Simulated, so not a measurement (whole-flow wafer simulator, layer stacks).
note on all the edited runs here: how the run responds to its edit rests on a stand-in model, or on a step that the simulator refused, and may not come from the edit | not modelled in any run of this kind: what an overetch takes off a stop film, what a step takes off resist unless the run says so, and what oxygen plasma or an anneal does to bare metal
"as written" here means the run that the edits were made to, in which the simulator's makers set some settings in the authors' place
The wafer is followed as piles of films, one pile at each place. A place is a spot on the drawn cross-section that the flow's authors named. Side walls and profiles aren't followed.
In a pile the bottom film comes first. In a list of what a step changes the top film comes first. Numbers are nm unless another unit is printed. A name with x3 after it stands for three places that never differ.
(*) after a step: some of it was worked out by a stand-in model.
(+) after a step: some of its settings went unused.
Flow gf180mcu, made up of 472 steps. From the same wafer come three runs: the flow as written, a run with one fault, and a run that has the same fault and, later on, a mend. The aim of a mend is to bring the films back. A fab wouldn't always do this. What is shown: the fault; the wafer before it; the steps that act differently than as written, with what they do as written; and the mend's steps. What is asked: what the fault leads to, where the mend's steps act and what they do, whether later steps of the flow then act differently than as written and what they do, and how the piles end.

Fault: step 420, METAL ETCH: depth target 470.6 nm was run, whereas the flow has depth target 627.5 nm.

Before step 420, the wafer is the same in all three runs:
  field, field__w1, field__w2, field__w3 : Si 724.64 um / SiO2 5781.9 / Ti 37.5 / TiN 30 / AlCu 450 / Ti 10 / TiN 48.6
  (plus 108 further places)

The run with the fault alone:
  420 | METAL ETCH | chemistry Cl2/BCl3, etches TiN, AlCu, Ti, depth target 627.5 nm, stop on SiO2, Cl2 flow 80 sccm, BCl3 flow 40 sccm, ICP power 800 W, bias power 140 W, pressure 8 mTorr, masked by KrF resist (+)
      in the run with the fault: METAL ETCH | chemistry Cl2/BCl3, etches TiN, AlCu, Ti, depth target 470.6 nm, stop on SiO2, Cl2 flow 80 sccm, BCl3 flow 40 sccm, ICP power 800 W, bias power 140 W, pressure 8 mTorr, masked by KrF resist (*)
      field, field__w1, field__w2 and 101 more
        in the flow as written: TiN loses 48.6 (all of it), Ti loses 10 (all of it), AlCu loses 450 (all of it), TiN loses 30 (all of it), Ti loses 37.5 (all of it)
        in the run with the fault: TiN loses 48.6 (all of it), Ti loses 10 (all of it), AlCu loses 412
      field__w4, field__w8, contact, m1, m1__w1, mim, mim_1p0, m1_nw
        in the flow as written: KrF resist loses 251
        in the run with the fault: KrF resist loses 188.2
  Steps further on in the flow that do not act as written (1 more step, not shown, differs only slightly: by at most 2% or 0.5 nm, whichever is larger):
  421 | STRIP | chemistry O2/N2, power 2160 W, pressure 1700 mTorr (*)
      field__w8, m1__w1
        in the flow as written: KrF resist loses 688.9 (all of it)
        in the run with the fault: KrF resist loses 751.6 (all of it)
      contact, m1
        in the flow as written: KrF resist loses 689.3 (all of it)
        in the run with the fault: KrF resist loses 752.1 (all of it)
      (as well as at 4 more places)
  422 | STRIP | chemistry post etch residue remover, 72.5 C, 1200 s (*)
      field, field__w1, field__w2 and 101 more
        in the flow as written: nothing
        in the run with the fault: AlCu loses 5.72
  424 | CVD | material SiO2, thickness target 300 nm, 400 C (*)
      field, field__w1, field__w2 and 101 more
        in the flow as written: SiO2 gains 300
        in the run with the fault: SiO2 gains 300 (new film)
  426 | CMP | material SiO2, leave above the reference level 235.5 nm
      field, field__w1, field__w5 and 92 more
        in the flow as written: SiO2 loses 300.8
        in the run with the fault: SiO2 loses 400.6
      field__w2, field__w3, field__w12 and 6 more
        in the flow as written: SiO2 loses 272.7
        in the run with the fault: SiO2 loses 377
  The piles end different from the flow's at field, field__w1, field__w2 and 101 more by more than 2% or 0.5 nm, whichever is larger.
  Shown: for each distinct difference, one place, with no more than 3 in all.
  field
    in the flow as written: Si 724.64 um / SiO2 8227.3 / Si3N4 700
    in the run with the fault: Si 724.64 um / SiO2 5781.9 / Ti 37.5 / TiN 30 / AlCu 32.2 / SiO2 2345.6 / Si3N4 700
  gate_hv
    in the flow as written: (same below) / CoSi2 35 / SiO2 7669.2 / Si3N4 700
    in the run with the fault: (same below) / CoSi2 35 / SiO2 5223.8 / Ti 37.5 / TiN 30 / AlCu 32.2 / SiO2 2345.6 / Si3N4 700
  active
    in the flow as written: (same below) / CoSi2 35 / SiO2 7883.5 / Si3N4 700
    in the run with the fault: (same below) / CoSi2 35 / SiO2 5438.1 / Ti 37.5 / TiN 30 / AlCu 32.2 / SiO2 2345.6 / Si3N4 700

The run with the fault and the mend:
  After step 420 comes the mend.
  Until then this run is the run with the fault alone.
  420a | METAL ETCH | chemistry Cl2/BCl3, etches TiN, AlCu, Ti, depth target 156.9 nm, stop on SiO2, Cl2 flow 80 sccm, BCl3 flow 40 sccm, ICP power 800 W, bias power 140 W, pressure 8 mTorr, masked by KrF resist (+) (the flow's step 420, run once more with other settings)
      field, field__w1, field__w2 and 101 more
        AlCu loses 38 (all of it), TiN loses 30 (all of it), Ti loses 37.5 (all of it)
      field__w4, field__w8, contact, m1, m1__w1, mim, mim_1p0, m1_nw
        KrF resist loses 62.8
  Every later step of the flow that is run acts as written at every place that is followed.
  By the end, the piles equal the flow's at every place that both follow.
